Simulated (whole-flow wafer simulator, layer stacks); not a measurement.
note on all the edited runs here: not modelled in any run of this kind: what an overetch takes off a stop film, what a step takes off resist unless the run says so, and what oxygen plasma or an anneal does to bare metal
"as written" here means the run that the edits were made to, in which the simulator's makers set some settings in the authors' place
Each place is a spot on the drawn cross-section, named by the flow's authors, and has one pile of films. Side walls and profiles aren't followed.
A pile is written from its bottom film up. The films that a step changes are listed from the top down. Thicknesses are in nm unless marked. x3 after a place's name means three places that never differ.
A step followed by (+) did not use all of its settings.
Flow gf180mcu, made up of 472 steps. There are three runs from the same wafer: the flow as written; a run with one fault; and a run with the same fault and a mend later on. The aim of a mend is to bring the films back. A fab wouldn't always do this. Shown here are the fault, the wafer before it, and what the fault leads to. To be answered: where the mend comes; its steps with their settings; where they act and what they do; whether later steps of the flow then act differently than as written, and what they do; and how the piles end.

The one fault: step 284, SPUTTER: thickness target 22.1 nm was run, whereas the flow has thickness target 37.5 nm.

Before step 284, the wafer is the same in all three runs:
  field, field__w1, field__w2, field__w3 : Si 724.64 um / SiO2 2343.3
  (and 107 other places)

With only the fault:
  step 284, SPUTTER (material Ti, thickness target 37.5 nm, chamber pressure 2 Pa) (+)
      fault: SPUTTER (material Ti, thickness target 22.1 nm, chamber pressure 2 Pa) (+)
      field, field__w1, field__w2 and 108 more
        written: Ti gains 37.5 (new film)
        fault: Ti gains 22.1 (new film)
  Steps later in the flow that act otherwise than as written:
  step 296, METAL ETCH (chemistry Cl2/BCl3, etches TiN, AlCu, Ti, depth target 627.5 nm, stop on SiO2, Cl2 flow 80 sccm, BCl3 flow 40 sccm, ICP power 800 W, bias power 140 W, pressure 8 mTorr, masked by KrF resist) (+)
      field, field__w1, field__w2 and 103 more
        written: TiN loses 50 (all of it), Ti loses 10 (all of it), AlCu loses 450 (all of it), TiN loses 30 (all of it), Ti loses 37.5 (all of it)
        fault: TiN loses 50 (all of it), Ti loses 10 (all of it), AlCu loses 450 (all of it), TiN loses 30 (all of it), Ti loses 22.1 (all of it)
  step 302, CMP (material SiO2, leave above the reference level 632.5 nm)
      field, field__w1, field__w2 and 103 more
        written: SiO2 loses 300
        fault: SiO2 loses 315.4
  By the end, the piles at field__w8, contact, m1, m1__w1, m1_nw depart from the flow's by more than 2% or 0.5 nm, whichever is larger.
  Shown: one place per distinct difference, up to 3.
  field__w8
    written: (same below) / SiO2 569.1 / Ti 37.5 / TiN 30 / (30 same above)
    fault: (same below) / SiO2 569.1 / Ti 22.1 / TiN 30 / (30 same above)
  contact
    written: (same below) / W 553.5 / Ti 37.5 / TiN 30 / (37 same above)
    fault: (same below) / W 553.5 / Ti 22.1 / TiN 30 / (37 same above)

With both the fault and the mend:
  After step 284 comes the mend.
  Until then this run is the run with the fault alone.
  step 284a, SPUTTER (material Ti, thickness target 15.4 nm, chamber pressure 2 Pa) (+) (the flow's step 284 again, with other settings)
      field, field__w1, field__w2 and 108 more
        Ti gains 15.4
  None of the later steps of the flow acts differently than as written at any place that is followed.
  At every place that both follow, the piles at the end match the flow's.
